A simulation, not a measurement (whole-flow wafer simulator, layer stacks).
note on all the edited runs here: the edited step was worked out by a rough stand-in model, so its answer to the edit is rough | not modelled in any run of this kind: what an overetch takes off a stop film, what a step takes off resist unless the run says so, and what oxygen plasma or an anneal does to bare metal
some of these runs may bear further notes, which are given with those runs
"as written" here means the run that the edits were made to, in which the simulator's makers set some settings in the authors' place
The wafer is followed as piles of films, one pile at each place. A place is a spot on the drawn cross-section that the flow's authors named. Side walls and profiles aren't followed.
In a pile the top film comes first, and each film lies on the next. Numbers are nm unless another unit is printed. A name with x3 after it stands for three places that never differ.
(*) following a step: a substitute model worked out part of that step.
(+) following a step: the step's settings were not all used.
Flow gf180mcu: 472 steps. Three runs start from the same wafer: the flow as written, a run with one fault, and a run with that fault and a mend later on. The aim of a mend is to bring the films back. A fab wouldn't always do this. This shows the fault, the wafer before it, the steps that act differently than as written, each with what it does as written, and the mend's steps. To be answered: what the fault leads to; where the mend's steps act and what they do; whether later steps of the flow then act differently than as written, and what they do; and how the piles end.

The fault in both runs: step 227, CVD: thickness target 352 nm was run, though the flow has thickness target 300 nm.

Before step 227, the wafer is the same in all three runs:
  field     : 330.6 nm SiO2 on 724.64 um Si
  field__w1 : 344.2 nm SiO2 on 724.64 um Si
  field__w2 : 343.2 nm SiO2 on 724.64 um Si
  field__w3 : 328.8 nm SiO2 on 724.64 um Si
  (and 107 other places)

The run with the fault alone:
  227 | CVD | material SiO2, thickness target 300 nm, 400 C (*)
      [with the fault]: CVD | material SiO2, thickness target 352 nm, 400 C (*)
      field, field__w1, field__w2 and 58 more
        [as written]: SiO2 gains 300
        [with the fault]: SiO2 gains 352
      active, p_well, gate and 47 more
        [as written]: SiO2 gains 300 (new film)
        [with the fault]: SiO2 gains 352 (new film)
  Steps further on in the flow that do not act as written (3 other steps are not shown; they differ only slightly, by no more than 2% or 0.5 nm, whichever is larger):
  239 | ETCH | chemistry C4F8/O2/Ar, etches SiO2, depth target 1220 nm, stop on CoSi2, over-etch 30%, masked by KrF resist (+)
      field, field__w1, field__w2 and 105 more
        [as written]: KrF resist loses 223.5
        [with the fault]: KrF resist loses 237
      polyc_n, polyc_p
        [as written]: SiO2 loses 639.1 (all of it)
        [with the fault]: SiO2 loses 691.1 (all of it)
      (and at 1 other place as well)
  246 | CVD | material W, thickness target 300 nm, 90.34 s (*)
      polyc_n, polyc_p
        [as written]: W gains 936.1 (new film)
        [with the fault]: W gains 988.1 (new film)
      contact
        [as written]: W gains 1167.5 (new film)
        [with the fault]: W gains 1219.9 (new film)
  The piles end different from the flow's at field__w8, contact, m1 and 6 more by more than 2% or 0.5 nm, whichever is larger.
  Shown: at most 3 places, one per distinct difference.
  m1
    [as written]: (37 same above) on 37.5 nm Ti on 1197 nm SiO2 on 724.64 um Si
    [with the fault]: (37 same above) on 37.5 nm Ti on 1249 nm SiO2 on 724.64 um Si
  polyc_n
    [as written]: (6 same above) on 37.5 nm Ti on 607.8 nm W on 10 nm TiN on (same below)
    [with the fault]: (6 same above) on 37.5 nm Ti on 659.8 nm W on 10 nm TiN on (same below)
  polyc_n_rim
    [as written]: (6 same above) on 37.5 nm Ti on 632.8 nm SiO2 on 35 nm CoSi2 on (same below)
    [with the fault]: (6 same above) on 37.5 nm Ti on 684.8 nm SiO2 on 35 nm CoSi2 on (same below)

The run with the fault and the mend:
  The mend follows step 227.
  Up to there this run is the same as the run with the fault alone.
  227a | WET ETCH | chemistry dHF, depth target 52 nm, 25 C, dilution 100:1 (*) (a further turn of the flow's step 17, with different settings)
      field, field__w1, field__w2 and 108 more
        SiO2 loses 52
  Later steps of the flow that are run all act as written at every place that is followed.
  At every place that both follow, the piles at the end match the flow's.
